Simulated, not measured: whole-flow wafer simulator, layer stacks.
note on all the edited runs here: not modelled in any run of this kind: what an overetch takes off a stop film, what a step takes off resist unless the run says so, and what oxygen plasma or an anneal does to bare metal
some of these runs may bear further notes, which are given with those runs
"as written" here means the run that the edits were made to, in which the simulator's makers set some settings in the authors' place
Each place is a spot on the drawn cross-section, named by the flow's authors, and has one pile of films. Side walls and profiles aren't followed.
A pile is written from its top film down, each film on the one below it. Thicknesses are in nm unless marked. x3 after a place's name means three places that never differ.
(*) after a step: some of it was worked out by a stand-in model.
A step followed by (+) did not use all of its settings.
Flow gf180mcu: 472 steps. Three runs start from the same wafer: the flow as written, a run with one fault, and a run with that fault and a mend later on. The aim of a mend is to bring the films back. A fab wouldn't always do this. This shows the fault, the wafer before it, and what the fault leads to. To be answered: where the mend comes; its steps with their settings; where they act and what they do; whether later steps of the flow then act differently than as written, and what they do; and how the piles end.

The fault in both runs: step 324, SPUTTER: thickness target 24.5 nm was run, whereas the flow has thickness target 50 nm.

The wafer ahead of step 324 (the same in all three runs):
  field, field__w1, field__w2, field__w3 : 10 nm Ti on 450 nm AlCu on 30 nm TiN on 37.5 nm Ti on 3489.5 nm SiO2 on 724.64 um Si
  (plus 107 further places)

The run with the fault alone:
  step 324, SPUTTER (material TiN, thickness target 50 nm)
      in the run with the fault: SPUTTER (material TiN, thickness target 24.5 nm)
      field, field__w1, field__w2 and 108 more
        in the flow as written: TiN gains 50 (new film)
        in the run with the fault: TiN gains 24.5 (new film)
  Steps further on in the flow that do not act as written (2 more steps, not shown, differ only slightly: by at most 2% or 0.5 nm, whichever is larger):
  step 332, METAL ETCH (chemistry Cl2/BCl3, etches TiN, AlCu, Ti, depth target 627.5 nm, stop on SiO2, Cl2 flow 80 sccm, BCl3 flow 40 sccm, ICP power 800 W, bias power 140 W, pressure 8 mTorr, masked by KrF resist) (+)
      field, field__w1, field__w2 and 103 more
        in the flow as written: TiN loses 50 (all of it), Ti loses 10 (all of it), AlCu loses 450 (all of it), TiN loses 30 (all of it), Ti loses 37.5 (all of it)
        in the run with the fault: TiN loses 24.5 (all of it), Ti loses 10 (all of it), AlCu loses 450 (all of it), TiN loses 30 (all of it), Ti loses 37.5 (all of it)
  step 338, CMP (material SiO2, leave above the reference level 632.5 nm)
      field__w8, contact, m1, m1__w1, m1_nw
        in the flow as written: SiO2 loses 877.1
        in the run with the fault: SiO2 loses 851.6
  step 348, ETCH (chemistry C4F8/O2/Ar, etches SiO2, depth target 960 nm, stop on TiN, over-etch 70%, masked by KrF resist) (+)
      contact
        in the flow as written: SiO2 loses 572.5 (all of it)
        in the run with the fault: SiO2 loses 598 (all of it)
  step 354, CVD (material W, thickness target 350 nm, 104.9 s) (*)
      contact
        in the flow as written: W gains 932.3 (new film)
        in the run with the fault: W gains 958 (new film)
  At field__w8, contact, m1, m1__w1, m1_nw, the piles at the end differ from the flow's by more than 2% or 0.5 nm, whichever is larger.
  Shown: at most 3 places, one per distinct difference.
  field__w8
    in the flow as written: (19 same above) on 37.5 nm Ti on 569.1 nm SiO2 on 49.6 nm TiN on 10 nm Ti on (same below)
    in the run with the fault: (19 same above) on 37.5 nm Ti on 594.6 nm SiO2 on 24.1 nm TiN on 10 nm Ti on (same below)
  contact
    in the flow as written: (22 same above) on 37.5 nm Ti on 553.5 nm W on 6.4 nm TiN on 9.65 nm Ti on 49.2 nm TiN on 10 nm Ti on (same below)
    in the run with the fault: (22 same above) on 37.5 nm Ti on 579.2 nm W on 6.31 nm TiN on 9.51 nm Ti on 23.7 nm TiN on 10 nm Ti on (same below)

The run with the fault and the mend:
  The mend follows step 331.
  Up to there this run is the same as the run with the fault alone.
  step 331a, STRIP (chemistry O2/N2, power 2160 W, pressure 1700 mTorr) (*)
      field__w8, contact, m1, m1__w1, m1_nw
        KrF resist loses 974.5 (all of it)
  step 331b, SPUTTER (material TiN, thickness target 25.5 nm) (a further turn of the flow's step 324, with different settings)
      field, field__w1, field__w2 and 108 more
        TiN gains 25.5
  step 331c, HMDS (120 C, 60 s) (a further turn of the flow's step 326)
      alters no film at any place that is followed
  step 331d, COAT (KrF resist, thickness 1000 nm) (a further turn of the flow's step 327)
      field, field__w1, field__w2 and 108 more
        KrF resist gains 1000 (new film)
  step 331e, SOFTBAKE (KrF resist) (a further turn of the flow's step 328)
      alters no film at any place that is followed
  step 331f, EXPOSE (photomask Metal3) (a further turn of the flow's step 329)
      alters no film at any place that is followed
  step 331g, PEB (KrF resist, 135 C, 90 s) (a further turn of the flow's step 330)
      field, field__w1, field__w2 and 108 more
        KrF resist loses 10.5
  step 331h, DEVELOP (thickness 1000 nm, 60 s) (a further turn of the flow's step 331)
      field, field__w1, field__w2 and 103 more
        KrF resist loses 989.5 (all of it)
      field__w8, contact, m1, m1__w1, m1_nw
        KrF resist loses 14.9
  Every later step of the flow that is run acts as written at every place that is followed.
  By the end, the piles equal the flow's at every place that both follow.
